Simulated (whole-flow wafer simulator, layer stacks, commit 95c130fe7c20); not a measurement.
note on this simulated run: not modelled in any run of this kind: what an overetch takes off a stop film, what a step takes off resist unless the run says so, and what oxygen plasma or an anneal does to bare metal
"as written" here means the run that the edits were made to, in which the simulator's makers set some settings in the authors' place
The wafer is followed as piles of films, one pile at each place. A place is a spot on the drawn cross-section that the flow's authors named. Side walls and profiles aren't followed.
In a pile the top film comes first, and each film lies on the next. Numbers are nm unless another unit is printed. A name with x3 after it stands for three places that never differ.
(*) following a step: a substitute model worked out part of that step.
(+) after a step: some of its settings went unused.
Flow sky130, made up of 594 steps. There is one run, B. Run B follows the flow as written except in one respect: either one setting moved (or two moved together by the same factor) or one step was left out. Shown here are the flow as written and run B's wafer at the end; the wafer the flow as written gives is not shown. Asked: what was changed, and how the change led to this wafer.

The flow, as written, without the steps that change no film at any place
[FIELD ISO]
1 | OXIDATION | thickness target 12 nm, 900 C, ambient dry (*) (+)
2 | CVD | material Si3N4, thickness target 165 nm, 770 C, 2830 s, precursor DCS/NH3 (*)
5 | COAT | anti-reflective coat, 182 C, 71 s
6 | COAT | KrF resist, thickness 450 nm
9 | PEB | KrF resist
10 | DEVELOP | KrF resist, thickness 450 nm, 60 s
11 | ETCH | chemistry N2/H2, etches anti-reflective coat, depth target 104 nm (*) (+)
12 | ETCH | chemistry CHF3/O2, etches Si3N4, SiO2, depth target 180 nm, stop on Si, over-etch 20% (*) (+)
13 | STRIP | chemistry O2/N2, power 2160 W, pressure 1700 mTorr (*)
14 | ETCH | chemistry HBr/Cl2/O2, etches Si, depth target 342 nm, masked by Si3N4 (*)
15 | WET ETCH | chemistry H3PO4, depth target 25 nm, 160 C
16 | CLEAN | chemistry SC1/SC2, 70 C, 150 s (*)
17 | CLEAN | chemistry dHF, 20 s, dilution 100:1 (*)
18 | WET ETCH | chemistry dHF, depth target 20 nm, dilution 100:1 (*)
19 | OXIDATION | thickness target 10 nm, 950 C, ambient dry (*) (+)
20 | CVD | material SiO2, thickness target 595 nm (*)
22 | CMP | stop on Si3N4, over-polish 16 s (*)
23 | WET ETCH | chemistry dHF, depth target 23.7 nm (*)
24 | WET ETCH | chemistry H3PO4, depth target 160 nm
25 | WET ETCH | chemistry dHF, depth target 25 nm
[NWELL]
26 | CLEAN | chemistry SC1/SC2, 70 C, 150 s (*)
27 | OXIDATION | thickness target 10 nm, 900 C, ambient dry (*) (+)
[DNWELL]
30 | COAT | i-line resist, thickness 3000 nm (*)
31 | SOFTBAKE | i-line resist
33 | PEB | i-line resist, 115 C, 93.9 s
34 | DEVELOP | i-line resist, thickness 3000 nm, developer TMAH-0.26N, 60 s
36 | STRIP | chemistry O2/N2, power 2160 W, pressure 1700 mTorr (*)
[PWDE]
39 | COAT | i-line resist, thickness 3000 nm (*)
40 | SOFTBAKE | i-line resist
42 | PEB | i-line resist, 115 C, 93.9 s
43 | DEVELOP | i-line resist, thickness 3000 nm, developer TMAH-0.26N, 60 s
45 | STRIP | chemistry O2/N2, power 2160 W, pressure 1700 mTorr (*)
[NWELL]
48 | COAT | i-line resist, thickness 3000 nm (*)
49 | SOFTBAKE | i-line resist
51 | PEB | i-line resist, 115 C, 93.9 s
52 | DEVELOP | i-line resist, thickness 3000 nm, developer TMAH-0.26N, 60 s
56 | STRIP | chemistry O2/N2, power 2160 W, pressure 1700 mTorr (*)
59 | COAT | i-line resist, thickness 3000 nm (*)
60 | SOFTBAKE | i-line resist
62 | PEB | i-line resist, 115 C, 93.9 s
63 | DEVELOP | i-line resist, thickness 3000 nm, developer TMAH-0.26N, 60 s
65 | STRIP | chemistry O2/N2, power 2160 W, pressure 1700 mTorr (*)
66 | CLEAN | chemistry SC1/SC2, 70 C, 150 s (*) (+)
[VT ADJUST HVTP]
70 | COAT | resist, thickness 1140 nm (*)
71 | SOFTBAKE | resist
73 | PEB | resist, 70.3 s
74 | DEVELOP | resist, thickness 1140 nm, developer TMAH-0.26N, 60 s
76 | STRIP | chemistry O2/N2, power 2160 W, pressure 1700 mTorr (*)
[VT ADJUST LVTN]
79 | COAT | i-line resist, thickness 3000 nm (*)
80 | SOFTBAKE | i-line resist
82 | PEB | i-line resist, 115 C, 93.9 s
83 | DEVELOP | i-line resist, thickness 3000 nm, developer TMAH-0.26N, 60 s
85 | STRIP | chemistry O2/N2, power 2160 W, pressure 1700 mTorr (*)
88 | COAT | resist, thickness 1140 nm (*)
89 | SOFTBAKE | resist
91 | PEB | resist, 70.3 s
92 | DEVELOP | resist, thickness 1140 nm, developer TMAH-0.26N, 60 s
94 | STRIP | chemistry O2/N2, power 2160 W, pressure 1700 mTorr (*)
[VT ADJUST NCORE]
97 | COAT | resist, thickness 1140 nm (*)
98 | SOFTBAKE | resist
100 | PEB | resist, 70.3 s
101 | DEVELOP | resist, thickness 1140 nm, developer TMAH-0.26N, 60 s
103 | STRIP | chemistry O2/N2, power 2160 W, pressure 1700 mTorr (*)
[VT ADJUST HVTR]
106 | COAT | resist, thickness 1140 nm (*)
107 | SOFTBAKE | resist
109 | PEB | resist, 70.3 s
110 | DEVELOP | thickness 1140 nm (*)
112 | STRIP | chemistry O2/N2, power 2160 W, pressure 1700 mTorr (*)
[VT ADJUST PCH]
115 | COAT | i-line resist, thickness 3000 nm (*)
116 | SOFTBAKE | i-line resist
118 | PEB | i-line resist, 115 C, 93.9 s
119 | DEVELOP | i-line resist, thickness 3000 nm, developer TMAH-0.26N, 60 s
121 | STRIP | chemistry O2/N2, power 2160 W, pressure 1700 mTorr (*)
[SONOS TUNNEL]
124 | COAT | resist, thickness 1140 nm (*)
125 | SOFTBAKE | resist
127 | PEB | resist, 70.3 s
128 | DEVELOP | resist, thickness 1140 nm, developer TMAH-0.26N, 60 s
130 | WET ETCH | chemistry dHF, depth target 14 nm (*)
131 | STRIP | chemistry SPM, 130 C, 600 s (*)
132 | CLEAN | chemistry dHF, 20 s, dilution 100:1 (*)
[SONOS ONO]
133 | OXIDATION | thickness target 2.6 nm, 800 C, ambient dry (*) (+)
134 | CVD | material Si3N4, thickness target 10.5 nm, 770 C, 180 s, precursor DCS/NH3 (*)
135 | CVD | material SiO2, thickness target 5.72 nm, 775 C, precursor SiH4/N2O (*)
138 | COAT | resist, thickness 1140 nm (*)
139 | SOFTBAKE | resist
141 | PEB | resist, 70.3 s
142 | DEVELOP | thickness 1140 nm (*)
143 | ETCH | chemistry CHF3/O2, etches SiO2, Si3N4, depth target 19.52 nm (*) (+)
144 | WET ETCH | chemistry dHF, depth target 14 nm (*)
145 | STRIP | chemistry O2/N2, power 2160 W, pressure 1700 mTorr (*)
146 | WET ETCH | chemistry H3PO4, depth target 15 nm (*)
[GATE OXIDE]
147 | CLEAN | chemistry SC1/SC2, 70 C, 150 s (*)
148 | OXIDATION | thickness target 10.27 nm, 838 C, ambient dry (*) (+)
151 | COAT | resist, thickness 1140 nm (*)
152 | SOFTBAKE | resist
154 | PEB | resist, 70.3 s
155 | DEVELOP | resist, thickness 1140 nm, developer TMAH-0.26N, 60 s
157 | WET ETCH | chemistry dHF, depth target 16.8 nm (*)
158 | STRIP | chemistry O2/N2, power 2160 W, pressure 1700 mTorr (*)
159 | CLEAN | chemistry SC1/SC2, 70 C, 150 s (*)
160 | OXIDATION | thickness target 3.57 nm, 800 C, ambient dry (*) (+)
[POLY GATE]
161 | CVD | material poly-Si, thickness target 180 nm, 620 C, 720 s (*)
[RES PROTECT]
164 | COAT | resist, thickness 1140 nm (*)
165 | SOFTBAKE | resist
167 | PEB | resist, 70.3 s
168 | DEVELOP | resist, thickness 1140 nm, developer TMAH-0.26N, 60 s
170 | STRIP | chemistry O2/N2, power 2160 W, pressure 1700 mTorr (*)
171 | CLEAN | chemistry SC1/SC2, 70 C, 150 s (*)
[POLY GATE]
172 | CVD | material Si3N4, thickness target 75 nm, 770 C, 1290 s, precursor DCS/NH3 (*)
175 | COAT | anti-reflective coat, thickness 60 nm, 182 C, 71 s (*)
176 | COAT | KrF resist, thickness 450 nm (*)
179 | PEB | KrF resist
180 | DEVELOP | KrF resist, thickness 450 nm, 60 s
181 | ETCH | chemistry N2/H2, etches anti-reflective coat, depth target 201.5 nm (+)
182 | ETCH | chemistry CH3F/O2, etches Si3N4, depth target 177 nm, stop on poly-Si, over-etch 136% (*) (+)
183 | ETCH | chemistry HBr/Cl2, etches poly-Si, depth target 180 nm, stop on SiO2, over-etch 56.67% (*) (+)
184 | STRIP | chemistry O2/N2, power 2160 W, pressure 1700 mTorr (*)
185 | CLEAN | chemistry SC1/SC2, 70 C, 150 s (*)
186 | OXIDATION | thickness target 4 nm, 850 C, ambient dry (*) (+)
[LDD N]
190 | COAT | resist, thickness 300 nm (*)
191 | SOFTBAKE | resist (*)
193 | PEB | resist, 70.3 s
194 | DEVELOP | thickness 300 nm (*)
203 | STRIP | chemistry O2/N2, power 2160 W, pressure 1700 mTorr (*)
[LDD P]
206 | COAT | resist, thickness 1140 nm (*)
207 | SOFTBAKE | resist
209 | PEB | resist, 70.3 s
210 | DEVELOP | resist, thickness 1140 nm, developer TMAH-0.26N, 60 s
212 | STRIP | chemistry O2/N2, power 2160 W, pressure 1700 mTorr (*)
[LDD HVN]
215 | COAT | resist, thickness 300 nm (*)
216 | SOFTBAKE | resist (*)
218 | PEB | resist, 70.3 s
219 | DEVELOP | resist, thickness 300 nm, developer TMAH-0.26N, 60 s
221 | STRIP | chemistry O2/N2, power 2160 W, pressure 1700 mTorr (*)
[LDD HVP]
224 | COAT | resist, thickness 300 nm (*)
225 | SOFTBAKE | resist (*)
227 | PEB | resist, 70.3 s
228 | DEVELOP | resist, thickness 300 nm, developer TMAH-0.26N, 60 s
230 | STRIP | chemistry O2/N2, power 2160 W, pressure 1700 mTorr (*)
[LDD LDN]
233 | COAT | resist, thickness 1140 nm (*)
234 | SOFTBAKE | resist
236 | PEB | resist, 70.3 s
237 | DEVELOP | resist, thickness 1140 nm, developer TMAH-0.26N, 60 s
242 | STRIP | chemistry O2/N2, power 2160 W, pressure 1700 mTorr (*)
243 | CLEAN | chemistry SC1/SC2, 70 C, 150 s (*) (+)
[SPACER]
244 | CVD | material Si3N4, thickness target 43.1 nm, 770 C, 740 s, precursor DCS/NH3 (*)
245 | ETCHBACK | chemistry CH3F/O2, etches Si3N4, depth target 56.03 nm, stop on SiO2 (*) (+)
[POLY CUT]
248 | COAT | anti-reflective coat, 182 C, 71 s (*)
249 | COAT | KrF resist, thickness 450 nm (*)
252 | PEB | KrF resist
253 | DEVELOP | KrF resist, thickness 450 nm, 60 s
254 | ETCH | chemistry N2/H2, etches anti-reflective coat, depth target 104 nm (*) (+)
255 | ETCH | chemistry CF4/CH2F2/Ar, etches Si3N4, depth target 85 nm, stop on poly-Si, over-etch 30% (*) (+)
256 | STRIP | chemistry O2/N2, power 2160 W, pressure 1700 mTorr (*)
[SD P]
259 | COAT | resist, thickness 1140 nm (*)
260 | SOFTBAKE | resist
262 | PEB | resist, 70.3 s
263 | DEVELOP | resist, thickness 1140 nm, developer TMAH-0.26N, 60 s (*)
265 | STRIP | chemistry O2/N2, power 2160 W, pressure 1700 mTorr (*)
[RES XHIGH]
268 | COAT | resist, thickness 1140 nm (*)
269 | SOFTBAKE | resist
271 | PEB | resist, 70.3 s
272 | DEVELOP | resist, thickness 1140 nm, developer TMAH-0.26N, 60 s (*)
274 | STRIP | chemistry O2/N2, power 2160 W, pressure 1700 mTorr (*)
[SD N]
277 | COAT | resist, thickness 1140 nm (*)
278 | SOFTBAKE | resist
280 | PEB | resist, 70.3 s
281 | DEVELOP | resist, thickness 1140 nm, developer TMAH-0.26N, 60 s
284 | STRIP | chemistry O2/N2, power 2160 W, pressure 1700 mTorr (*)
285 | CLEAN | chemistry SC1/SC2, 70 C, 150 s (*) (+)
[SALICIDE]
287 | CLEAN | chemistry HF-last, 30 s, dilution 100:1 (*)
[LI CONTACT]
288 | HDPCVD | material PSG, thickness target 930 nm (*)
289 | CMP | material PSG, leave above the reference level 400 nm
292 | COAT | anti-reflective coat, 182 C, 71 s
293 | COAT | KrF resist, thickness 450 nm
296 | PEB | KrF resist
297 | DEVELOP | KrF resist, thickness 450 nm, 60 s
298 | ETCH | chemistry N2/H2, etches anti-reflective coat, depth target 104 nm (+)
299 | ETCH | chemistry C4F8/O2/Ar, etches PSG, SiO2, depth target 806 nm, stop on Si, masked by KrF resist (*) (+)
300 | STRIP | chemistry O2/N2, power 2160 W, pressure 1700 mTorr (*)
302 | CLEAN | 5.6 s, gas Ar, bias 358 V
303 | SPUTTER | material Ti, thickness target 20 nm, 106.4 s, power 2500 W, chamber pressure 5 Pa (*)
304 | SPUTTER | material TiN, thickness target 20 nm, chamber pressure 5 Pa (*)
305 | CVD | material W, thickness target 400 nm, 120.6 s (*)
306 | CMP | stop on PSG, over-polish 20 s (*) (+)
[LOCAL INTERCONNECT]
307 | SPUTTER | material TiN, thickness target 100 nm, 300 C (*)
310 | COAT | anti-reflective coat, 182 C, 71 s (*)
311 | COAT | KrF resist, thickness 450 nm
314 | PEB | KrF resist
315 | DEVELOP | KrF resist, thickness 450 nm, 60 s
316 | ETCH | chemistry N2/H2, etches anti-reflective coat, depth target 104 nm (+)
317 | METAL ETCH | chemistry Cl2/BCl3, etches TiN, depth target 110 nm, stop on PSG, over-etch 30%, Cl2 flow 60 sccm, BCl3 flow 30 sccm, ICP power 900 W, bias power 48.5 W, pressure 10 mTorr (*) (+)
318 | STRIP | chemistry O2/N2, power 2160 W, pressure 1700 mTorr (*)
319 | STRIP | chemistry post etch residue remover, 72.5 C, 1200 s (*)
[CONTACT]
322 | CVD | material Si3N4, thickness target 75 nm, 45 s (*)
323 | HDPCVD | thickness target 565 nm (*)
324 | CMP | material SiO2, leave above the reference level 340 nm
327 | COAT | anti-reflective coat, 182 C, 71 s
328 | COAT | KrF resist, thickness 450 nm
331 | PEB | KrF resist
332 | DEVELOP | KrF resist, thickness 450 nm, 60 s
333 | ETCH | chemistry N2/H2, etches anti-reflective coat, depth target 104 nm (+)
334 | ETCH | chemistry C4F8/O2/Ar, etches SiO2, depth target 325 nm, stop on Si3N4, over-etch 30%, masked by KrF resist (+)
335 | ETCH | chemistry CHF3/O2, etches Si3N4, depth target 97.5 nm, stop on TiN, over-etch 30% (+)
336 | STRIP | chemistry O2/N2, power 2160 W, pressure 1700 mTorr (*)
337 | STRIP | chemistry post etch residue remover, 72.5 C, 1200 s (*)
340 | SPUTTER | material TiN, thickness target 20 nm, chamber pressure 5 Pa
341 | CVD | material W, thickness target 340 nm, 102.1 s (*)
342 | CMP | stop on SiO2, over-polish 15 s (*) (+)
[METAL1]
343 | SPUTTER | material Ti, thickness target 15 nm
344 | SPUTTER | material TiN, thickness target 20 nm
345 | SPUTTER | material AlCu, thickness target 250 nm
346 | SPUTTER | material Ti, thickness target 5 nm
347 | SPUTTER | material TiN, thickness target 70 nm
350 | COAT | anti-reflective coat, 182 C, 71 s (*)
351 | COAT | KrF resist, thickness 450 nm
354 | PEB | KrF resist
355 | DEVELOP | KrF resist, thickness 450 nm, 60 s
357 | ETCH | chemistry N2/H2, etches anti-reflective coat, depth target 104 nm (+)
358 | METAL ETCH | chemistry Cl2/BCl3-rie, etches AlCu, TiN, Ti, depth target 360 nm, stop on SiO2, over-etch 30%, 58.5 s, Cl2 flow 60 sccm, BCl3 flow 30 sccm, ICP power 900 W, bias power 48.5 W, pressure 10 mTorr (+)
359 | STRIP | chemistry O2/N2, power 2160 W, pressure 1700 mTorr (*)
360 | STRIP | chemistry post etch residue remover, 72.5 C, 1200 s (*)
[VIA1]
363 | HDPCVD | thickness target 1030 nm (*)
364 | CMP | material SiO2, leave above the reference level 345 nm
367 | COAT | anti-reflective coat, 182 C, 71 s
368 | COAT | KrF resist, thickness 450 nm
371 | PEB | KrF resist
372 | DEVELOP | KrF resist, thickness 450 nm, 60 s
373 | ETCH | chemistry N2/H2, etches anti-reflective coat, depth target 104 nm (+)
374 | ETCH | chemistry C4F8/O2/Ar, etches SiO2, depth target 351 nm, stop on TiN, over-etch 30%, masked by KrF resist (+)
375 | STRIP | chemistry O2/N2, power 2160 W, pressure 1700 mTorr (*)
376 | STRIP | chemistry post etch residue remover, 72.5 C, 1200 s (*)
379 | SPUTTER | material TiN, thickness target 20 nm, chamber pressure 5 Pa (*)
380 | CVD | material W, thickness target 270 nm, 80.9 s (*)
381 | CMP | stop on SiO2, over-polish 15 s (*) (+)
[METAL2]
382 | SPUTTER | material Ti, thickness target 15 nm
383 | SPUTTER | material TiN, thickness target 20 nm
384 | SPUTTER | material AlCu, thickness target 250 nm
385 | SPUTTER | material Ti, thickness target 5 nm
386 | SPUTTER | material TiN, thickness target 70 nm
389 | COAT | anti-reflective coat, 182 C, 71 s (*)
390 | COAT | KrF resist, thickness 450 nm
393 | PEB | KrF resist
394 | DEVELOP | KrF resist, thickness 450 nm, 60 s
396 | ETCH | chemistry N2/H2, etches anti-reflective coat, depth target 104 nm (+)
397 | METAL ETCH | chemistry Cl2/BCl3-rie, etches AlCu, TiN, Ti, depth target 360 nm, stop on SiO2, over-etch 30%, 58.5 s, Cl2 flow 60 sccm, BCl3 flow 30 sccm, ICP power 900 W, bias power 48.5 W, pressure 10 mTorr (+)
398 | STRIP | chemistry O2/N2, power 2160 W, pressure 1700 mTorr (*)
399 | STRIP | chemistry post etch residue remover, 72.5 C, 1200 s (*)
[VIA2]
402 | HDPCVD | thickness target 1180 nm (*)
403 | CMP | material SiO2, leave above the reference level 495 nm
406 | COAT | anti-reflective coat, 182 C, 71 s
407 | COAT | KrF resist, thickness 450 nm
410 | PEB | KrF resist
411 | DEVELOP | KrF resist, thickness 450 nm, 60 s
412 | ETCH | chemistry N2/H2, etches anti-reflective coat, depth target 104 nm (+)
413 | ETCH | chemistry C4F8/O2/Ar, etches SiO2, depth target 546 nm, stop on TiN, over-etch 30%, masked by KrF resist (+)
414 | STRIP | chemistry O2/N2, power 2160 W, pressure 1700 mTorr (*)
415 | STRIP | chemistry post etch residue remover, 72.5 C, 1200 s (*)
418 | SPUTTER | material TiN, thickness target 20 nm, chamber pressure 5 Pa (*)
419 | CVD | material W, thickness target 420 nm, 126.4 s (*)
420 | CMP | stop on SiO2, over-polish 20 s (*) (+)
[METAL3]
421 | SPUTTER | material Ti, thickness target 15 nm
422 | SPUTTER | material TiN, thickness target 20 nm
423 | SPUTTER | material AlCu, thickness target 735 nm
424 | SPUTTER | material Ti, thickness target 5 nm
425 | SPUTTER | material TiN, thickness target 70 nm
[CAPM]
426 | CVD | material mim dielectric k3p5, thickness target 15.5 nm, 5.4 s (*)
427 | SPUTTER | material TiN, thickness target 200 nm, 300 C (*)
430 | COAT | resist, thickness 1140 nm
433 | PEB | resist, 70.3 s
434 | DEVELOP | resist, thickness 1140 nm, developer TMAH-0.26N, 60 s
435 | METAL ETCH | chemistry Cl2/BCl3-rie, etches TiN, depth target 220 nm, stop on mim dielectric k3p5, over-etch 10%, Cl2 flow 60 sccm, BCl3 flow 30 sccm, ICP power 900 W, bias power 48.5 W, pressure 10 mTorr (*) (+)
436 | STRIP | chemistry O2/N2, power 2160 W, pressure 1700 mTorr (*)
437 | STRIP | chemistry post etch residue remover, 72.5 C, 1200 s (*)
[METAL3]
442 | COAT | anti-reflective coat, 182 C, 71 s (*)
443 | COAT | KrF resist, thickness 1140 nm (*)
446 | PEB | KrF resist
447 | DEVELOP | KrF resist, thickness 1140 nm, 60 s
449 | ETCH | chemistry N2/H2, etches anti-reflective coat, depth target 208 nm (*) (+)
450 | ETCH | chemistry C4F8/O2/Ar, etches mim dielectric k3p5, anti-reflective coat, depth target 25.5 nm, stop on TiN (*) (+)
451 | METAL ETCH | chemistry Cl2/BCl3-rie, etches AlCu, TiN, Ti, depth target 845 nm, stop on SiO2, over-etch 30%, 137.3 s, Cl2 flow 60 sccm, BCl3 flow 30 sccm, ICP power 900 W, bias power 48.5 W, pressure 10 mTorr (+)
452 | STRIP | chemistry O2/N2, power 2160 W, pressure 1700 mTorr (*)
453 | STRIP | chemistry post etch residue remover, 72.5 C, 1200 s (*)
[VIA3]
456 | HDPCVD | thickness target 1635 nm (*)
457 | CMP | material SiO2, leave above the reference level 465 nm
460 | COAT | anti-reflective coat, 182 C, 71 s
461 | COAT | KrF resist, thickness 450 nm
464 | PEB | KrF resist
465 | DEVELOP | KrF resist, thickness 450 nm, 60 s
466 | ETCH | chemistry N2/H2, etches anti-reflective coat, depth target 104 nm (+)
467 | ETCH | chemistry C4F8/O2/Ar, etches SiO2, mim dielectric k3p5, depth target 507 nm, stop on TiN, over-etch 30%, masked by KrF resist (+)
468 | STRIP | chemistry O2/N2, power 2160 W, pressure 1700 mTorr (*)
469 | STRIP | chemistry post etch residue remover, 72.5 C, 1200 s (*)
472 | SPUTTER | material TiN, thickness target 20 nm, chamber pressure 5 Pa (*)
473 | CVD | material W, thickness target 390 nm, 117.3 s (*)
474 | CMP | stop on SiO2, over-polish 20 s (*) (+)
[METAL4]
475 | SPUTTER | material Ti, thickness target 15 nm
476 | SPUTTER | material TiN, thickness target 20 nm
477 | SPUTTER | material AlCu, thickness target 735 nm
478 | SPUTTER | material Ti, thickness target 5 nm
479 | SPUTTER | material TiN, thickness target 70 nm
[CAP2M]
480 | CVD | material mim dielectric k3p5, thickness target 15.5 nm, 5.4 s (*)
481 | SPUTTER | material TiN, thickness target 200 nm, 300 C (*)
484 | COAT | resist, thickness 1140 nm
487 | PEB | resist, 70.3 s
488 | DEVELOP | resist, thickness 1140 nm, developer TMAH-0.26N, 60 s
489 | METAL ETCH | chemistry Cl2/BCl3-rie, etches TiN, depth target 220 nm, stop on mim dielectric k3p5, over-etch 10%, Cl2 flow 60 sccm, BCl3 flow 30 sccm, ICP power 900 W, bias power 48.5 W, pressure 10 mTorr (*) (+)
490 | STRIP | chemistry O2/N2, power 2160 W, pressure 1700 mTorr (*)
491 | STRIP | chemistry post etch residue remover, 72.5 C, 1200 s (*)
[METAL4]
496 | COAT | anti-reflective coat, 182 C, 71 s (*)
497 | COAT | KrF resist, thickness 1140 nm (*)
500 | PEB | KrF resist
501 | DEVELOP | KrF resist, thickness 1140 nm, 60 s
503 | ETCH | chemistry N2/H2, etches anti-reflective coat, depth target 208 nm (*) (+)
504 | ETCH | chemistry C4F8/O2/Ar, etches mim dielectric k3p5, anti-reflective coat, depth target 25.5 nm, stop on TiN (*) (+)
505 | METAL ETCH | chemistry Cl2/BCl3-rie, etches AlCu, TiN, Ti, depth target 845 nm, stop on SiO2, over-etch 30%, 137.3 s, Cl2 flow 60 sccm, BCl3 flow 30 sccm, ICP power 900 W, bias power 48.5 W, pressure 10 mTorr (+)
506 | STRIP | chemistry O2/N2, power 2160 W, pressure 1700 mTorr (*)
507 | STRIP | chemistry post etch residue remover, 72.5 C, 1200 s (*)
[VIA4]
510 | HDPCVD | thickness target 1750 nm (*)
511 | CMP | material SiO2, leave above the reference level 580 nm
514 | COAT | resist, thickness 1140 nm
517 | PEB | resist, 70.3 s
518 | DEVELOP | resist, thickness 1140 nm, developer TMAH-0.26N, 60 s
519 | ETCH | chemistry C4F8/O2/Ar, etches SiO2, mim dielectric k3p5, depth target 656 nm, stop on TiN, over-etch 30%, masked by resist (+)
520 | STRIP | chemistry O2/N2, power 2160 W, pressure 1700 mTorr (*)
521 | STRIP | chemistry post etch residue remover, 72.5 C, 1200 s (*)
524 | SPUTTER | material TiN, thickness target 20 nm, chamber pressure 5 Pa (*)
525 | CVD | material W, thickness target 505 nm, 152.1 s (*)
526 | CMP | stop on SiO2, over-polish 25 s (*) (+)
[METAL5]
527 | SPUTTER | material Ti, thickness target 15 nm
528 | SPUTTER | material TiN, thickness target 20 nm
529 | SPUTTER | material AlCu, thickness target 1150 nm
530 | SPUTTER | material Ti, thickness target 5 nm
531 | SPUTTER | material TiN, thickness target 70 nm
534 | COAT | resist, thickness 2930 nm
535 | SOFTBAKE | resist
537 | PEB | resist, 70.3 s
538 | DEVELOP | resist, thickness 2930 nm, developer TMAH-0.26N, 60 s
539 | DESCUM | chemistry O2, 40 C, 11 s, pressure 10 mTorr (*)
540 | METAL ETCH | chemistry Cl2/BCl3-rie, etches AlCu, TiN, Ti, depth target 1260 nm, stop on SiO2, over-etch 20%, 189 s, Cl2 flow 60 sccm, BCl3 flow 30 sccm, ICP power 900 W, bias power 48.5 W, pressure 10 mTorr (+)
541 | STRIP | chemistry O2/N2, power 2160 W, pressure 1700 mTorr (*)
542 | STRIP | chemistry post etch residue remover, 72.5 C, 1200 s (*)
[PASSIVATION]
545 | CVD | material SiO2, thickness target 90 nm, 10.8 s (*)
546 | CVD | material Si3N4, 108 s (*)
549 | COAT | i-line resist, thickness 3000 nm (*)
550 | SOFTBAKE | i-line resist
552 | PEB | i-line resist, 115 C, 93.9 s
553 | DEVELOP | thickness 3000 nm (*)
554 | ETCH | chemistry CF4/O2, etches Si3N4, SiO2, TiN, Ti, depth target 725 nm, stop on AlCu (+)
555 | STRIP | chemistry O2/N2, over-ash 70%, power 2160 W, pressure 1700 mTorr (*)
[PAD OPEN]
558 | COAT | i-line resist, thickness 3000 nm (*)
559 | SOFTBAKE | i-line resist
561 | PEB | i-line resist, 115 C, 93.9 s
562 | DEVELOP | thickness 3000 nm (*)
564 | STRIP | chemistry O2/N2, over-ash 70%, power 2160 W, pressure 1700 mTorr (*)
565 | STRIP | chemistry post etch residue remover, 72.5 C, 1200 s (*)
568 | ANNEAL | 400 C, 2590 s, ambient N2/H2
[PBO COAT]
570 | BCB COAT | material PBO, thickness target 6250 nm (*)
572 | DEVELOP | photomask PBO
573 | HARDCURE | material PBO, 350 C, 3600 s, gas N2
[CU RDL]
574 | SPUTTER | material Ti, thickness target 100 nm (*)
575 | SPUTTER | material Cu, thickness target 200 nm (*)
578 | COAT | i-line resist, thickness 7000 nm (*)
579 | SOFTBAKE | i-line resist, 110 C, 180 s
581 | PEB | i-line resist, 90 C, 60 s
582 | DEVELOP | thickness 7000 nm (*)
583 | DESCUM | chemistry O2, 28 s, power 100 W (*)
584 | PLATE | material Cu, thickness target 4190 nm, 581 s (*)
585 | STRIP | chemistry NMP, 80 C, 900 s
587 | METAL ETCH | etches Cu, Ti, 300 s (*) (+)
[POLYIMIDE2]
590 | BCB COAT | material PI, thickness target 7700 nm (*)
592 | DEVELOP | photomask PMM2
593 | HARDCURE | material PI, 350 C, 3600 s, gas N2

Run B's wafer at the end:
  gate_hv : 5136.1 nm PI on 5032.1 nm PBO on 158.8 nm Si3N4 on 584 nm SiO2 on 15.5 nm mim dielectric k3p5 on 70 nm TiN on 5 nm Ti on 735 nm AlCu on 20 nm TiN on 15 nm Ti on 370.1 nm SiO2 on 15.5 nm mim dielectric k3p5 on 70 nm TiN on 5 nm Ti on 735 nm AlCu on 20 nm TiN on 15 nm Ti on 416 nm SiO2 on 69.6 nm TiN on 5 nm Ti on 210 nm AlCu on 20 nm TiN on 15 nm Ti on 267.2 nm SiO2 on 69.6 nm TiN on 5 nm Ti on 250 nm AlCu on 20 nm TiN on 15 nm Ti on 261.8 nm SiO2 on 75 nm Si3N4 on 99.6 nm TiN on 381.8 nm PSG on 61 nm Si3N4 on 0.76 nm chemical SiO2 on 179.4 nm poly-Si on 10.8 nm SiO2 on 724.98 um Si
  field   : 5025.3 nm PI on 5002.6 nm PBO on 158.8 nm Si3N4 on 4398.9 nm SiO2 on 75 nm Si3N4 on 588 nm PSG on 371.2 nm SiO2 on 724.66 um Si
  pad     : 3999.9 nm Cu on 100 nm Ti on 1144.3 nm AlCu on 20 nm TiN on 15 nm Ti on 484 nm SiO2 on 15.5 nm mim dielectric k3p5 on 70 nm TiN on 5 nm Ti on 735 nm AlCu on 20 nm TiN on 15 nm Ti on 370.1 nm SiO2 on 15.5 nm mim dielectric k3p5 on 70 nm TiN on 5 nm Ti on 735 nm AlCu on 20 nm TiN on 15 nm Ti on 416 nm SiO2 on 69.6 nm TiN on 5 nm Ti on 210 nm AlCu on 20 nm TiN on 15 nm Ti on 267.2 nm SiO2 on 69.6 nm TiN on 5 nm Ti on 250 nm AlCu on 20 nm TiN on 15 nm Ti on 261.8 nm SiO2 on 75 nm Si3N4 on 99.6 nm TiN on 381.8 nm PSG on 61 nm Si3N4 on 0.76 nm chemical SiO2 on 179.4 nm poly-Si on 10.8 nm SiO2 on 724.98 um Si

Cause: step 384, SPUTTER: thickness target 210 nm was run, while the flow as written has thickness target 250 nm.
The wafer lets one read it off: gate_hv has AlCu 210, and step 384 as written asks for 250 nm.

Step by step, how the change led to this:
  384 | SPUTTER | material AlCu, thickness target 250 nm
      field, active, n_well and 188 more: AlCu gains 210 (new film) (it would be, as written: AlCu gains 250 (new film))
  397 | METAL ETCH | chemistry Cl2/BCl3-rie, etches AlCu, TiN, Ti, depth target 360 nm, stop on SiO2, over-etch 30%, 58.5 s, Cl2 flow 60 sccm, BCl3 flow 30 sccm, ICP power 900 W, bias power 48.5 W, pressure 10 mTorr (+)
      field, active, gate and 82 more: TiN loses 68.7 (all of it), Ti loses 5 (all of it), AlCu loses 210 (all of it), TiN loses 20 (all of it), Ti loses 15 (all of it), SiO2 loses 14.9 (it would be, as written: TiN loses 68.7 (all of it), Ti loses 5 (all of it), AlCu loses 250 (all of it), TiN loses 20 (all of it), Ti loses 15 (all of it), SiO2 loses 10.9)
  403 | CMP | material SiO2, leave above the reference level 495 nm
      field, active, gate and 82 more: SiO2 loses 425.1 (it would be, as written: SiO2 loses 389.1)
